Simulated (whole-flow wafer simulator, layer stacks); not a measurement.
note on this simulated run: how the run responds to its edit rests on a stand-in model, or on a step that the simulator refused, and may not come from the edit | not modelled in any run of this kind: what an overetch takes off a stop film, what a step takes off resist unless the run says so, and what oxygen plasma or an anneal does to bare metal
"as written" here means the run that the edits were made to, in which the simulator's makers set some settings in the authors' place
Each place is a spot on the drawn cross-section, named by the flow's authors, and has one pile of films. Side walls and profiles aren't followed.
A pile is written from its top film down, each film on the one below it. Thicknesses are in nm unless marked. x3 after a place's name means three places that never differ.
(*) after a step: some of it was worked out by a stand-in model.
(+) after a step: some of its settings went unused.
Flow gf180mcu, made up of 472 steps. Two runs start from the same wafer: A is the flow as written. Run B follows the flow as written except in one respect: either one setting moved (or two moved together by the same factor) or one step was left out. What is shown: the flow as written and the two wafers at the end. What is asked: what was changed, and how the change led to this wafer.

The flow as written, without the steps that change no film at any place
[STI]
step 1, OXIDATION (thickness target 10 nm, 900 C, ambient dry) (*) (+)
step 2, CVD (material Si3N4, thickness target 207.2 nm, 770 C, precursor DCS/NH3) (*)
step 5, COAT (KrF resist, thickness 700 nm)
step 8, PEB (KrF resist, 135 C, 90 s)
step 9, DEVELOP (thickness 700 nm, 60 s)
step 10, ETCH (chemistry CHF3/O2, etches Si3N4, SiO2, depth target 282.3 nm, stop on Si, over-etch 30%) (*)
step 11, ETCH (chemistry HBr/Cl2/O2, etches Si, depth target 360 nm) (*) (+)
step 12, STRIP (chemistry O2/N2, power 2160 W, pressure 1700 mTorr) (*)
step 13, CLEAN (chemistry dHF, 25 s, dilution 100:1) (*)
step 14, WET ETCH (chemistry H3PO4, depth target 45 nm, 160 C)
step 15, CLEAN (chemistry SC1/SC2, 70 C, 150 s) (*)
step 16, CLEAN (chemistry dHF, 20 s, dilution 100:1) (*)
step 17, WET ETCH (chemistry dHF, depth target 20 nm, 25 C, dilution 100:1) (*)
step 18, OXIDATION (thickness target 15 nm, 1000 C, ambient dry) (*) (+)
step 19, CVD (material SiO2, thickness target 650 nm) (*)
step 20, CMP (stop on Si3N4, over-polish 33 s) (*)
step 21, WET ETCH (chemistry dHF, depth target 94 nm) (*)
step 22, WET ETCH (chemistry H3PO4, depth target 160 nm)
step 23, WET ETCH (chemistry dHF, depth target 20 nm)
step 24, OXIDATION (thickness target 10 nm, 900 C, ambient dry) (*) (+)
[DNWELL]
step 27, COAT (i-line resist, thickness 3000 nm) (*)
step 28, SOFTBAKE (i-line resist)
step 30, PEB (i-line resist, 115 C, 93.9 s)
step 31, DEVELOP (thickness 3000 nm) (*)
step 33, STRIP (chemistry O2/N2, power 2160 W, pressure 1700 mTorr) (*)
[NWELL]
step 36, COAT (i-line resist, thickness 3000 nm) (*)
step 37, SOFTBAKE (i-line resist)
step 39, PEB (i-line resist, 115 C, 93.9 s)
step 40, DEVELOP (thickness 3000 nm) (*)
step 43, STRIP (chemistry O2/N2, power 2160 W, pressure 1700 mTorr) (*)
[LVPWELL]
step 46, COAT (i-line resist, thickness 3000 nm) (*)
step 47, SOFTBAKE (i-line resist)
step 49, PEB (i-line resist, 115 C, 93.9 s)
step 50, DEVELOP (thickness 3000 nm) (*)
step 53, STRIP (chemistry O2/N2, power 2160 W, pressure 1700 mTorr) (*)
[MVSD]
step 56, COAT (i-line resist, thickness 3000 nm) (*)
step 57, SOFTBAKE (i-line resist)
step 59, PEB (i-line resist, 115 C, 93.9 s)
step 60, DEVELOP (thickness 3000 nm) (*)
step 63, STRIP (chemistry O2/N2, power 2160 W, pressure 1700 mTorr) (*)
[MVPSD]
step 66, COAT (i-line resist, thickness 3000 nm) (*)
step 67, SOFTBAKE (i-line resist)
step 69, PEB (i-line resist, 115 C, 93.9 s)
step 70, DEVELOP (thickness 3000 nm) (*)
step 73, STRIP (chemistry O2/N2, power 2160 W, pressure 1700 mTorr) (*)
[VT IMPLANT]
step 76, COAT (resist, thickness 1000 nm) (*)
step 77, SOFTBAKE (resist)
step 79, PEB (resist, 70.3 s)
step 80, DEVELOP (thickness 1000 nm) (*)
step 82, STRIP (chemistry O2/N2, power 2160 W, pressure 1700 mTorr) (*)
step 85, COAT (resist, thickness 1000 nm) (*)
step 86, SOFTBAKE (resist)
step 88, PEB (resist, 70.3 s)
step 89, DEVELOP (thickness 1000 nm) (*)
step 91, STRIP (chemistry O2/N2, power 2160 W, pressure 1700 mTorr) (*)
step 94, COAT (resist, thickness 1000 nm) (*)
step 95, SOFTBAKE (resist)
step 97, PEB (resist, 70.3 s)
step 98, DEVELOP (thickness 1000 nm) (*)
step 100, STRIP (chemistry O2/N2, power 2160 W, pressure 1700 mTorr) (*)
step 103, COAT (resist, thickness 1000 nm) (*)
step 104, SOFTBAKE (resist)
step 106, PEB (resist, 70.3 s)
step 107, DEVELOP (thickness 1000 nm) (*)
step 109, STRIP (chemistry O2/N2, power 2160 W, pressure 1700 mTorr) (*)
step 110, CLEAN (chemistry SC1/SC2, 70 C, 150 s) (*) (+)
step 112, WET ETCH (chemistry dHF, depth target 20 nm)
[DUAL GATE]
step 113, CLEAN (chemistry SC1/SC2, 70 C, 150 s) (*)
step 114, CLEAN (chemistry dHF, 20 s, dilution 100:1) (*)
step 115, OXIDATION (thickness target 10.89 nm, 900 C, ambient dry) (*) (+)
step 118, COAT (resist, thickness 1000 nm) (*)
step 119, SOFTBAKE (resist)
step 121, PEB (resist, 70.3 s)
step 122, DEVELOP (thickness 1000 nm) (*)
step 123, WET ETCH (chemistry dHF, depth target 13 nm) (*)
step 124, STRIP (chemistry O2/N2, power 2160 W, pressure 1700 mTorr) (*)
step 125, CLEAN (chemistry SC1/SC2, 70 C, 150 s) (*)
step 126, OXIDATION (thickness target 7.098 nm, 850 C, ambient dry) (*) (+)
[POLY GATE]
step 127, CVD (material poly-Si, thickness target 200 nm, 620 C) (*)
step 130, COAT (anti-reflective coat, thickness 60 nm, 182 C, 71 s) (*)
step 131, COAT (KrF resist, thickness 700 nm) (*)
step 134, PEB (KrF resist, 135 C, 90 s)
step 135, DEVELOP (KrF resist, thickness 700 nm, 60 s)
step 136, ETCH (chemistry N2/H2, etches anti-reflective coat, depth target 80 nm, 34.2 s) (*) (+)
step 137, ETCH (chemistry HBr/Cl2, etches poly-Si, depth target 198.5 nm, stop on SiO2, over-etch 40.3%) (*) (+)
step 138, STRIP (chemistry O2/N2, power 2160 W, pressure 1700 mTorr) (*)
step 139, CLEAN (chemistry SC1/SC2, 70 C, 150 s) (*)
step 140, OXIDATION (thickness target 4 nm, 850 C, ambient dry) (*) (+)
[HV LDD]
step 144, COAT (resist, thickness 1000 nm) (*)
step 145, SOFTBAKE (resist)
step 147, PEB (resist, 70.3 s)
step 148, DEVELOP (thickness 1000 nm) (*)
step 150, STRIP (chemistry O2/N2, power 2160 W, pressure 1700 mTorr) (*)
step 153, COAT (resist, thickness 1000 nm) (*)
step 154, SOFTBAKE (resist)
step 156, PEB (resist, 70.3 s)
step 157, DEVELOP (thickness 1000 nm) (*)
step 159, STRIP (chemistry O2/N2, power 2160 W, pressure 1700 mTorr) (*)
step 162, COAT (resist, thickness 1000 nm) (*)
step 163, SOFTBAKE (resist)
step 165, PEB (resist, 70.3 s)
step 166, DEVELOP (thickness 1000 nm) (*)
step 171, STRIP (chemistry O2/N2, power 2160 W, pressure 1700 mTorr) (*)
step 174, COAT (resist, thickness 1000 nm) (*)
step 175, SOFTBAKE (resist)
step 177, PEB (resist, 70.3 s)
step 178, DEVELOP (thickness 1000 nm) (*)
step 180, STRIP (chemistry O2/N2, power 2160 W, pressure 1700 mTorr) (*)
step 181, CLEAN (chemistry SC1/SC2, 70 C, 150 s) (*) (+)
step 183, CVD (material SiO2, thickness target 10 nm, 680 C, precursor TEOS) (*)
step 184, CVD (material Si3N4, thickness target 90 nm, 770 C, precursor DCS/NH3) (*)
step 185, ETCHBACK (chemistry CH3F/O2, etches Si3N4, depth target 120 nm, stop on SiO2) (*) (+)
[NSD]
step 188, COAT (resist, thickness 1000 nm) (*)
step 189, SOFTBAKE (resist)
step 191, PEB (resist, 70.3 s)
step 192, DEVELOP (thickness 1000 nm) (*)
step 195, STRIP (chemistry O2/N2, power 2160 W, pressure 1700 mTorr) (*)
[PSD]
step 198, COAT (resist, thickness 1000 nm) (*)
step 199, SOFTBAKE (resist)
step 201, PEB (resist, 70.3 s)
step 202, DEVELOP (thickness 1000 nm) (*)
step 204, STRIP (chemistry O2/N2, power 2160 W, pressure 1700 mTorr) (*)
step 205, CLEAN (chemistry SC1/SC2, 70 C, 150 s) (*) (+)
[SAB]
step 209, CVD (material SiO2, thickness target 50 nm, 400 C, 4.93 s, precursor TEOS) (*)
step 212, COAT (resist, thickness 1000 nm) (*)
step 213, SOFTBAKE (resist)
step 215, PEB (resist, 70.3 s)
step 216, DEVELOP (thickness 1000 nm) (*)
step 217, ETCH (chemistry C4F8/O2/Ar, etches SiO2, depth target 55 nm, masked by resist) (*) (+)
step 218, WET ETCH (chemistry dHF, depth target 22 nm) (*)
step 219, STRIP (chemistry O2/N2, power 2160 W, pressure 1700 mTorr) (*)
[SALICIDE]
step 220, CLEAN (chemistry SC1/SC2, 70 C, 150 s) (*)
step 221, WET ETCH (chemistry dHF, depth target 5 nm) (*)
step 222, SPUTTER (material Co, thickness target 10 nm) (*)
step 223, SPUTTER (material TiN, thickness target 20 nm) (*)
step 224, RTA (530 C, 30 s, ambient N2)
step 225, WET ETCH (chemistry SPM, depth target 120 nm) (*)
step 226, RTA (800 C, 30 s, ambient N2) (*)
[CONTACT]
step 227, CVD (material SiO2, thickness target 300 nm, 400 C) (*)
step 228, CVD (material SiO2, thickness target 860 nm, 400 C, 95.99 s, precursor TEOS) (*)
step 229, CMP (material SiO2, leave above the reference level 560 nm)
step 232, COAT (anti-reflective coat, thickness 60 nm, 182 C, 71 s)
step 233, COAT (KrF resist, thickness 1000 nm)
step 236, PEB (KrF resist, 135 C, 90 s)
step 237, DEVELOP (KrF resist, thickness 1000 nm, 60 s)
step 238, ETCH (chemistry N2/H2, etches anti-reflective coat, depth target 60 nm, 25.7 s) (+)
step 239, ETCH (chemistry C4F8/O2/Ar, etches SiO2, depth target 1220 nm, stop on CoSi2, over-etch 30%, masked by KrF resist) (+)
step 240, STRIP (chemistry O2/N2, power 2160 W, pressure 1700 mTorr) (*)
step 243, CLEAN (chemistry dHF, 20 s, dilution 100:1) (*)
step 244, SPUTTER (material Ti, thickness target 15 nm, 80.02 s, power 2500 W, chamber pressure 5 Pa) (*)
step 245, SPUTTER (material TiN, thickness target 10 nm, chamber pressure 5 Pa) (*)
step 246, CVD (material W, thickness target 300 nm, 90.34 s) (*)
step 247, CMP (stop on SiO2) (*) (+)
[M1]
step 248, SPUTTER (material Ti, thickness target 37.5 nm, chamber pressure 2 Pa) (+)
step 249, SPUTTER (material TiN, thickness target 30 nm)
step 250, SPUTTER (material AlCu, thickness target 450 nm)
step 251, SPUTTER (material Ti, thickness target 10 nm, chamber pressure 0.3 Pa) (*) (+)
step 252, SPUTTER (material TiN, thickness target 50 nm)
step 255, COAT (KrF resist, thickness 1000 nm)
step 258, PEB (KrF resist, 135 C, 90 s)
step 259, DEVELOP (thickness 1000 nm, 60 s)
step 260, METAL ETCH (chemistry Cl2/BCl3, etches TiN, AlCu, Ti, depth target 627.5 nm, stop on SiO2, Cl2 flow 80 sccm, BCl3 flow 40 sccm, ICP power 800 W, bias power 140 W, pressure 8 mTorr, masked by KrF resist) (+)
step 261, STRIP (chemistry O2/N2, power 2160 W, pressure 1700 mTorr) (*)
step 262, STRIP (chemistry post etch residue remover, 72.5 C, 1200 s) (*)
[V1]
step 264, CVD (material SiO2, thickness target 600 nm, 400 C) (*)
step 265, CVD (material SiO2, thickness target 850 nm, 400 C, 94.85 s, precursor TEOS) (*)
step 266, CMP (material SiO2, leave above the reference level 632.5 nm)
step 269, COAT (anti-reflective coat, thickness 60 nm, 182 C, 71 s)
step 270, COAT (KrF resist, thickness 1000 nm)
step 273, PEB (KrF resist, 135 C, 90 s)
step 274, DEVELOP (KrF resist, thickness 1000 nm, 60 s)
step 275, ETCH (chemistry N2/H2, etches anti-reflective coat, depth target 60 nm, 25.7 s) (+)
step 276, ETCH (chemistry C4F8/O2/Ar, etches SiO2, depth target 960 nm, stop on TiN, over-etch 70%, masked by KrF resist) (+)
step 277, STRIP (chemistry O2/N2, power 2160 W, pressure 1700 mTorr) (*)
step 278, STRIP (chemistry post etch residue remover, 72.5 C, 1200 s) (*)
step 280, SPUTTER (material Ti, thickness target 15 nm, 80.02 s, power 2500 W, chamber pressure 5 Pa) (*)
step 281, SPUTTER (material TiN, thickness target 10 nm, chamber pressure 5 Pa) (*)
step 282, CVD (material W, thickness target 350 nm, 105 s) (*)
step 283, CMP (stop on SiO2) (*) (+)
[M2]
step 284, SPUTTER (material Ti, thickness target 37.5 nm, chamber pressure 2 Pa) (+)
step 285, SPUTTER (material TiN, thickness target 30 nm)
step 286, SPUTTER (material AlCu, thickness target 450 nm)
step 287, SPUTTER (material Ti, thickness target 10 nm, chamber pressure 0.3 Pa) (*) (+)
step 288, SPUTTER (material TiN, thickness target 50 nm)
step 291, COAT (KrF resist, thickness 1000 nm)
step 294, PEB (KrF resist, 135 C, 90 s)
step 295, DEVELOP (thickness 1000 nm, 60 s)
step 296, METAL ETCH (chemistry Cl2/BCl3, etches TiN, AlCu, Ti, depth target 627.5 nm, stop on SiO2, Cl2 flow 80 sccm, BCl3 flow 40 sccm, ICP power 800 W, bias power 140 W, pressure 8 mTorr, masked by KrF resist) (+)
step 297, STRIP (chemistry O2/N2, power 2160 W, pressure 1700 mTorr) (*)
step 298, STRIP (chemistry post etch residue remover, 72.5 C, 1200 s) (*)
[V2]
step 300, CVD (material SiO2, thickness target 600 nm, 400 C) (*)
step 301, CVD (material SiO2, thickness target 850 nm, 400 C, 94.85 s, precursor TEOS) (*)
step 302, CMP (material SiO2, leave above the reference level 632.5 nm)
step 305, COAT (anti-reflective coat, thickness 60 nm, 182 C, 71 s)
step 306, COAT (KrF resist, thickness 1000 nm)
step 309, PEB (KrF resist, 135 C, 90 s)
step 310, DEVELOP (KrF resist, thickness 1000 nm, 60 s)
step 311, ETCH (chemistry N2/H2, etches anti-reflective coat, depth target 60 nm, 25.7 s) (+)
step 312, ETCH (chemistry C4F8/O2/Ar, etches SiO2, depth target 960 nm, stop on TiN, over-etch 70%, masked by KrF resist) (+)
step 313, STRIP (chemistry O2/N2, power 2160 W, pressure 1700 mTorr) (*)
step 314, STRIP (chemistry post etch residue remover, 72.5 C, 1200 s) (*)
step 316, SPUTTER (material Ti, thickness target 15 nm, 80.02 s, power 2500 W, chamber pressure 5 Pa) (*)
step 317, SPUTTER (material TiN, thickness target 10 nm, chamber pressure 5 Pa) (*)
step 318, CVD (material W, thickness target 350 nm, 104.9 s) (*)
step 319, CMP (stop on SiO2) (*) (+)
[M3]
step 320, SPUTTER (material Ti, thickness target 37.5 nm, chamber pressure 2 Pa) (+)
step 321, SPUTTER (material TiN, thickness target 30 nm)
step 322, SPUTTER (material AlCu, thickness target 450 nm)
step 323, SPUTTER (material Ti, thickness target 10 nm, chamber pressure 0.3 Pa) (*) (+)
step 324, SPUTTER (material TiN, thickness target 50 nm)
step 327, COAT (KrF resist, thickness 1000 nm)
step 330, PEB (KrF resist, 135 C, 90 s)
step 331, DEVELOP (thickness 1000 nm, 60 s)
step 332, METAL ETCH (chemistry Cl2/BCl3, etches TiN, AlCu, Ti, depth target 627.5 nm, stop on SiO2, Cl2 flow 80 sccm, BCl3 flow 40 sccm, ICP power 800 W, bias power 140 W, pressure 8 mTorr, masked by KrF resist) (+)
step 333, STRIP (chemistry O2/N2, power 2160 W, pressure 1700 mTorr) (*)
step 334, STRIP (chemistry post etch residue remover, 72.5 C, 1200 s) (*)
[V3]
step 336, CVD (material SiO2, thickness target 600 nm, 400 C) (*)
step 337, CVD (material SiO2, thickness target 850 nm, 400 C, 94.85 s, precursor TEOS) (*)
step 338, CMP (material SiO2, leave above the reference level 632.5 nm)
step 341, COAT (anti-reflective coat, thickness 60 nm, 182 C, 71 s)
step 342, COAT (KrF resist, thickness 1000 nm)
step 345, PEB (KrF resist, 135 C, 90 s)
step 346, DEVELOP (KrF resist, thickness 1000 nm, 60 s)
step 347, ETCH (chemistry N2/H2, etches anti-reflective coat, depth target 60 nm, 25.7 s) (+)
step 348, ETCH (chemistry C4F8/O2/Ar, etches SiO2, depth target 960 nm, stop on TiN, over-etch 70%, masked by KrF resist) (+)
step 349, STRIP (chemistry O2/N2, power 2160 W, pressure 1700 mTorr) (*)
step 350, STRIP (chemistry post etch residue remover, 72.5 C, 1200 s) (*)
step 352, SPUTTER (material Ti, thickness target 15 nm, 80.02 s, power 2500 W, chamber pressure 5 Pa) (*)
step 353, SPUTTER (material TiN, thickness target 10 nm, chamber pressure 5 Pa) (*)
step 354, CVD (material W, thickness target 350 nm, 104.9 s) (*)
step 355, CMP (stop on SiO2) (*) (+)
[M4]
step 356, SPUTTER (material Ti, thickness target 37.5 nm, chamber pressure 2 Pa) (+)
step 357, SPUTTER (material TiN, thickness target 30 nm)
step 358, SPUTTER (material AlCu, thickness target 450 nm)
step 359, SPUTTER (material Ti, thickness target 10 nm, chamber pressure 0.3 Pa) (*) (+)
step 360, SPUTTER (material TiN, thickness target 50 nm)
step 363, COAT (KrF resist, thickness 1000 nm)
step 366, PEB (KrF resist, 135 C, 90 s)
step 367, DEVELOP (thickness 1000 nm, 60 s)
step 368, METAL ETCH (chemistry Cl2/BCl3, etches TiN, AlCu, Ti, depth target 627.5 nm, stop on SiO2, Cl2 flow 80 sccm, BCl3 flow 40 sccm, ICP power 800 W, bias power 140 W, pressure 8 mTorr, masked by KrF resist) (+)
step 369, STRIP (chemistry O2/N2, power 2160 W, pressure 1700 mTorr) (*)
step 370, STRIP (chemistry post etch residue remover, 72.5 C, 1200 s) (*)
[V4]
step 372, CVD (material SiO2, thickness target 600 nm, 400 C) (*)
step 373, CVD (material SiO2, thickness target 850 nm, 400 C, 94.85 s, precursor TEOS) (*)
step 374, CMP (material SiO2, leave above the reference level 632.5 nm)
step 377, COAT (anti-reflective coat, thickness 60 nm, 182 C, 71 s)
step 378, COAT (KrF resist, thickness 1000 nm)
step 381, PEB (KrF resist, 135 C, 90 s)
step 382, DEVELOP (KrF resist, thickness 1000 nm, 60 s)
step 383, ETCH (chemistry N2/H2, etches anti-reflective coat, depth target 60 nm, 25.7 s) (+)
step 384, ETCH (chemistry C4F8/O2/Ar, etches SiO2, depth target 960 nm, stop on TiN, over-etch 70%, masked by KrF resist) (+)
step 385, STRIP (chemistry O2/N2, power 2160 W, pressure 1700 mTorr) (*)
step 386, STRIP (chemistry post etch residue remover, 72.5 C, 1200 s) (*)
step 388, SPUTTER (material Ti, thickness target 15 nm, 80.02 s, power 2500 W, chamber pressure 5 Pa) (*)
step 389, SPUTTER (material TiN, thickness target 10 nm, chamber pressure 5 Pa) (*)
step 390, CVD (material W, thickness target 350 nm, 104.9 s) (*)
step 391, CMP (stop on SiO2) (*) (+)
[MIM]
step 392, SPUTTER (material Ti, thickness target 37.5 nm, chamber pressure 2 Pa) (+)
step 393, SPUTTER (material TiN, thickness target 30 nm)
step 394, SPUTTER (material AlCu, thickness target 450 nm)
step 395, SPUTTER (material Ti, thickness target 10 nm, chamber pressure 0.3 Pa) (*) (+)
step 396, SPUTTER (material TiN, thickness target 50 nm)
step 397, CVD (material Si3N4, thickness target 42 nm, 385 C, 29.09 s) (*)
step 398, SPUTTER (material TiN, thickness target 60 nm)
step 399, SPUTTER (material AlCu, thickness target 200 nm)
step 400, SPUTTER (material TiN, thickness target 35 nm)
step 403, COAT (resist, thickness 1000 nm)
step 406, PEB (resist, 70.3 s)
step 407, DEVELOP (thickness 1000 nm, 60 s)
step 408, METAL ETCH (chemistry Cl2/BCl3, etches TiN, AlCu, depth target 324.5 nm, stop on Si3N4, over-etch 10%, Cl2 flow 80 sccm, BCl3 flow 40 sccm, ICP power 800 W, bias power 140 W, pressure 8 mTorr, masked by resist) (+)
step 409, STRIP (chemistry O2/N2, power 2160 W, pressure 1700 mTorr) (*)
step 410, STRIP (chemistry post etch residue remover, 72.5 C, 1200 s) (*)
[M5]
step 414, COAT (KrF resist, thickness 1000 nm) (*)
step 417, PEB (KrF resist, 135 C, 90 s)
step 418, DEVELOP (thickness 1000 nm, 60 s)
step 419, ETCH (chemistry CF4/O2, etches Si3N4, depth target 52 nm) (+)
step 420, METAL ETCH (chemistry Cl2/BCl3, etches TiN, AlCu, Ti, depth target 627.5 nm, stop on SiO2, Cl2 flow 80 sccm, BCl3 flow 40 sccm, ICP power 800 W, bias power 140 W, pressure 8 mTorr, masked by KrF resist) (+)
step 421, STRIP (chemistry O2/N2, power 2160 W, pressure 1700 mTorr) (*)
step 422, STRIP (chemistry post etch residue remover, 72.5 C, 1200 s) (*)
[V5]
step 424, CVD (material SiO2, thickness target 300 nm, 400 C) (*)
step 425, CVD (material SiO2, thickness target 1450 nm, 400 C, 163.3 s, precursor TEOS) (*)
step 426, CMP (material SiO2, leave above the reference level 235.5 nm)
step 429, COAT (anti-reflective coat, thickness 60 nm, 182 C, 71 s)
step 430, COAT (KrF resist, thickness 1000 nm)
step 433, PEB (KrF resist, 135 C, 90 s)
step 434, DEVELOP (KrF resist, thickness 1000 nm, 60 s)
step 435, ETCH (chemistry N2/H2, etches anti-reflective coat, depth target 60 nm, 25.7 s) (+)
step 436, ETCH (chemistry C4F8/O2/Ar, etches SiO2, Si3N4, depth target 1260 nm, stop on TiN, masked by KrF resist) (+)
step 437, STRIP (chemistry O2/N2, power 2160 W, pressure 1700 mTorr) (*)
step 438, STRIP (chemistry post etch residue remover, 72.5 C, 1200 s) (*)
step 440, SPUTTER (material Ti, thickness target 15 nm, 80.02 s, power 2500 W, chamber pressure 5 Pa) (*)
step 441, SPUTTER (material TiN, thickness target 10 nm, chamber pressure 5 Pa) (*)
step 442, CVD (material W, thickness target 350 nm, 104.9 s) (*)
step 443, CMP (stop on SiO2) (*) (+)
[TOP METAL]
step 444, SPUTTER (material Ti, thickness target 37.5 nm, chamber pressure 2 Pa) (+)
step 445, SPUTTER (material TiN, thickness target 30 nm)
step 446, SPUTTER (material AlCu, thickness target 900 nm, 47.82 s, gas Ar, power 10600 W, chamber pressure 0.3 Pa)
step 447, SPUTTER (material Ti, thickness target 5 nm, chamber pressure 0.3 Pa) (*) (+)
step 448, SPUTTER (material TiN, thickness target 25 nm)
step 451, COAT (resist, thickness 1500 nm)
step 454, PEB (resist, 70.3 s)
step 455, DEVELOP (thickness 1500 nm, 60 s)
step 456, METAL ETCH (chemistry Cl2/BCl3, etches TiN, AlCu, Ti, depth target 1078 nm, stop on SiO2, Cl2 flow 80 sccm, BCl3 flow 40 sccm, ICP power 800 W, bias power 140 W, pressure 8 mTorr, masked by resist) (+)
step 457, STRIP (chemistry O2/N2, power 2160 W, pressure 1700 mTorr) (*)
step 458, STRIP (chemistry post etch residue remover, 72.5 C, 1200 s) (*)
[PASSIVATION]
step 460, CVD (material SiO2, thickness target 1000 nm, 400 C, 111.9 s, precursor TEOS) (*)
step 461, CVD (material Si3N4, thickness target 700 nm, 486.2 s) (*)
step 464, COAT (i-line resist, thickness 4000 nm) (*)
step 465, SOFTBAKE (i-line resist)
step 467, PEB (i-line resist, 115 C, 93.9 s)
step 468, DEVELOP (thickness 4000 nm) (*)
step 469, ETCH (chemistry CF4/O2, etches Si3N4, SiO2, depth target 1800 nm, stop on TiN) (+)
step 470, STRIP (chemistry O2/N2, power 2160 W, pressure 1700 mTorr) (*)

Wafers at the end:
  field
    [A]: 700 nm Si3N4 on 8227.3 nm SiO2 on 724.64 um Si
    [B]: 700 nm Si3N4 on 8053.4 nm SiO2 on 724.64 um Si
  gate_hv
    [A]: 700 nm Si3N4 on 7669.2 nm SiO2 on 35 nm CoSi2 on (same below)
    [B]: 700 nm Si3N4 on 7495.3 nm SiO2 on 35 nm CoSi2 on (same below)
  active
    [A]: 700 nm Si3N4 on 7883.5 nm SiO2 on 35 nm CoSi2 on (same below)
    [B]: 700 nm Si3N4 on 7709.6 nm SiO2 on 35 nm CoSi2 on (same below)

The reason: step 302, CMP: leave above the reference level 458.6 nm was run, while the flow as written has leave above the reference level 632.5 nm.

How this came from the change, step by step:
  step 302, CMP (material SiO2, leave above the reference level 632.5 nm)
      field, field__w1, field__w2 and 103 more: A SiO2 loses 300 | B SiO2 loses 473.9
      field__w8, contact, m1, m1__w1, m1_nw: A SiO2 loses 877.1 | B SiO2 loses 1051
  step 312, ETCH (chemistry C4F8/O2/Ar, etches SiO2, depth target 960 nm, stop on TiN, over-etch 70%, masked by KrF resist) (+)
      field, field__w1, field__w2 and 107 more: A KrF resist loses 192 | B KrF resist loses 135.5
      contact: A SiO2 loses 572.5 (all of it) | B SiO2 loses 398.6 (all of it)
  step 313, STRIP (chemistry O2/N2, power 2160 W, pressure 1700 mTorr) (*)
      field, field__w1, field__w2 and 107 more: A KrF resist loses 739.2 (all of it), anti-reflective coat loses 60 (all of it) | B KrF resist loses 795.7 (all of it), anti-reflective coat loses 60 (all of it)
  step 316, SPUTTER (material Ti, thickness target 15 nm, 80.02 s, power 2500 W, chamber pressure 5 Pa) (*)
      contact: A Ti gains 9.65 (new film) | B Ti gains 10.7 (new film)
  step 317, SPUTTER (material TiN, thickness target 10 nm, chamber pressure 5 Pa) (*)
      contact: A TiN gains 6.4 (new film) | B TiN gains 7.11 (new film)
  step 318, CVD (material W, thickness target 350 nm, 104.9 s) (*)
      contact: A W gains 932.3 (new film) | B W gains 756.6 (new film)
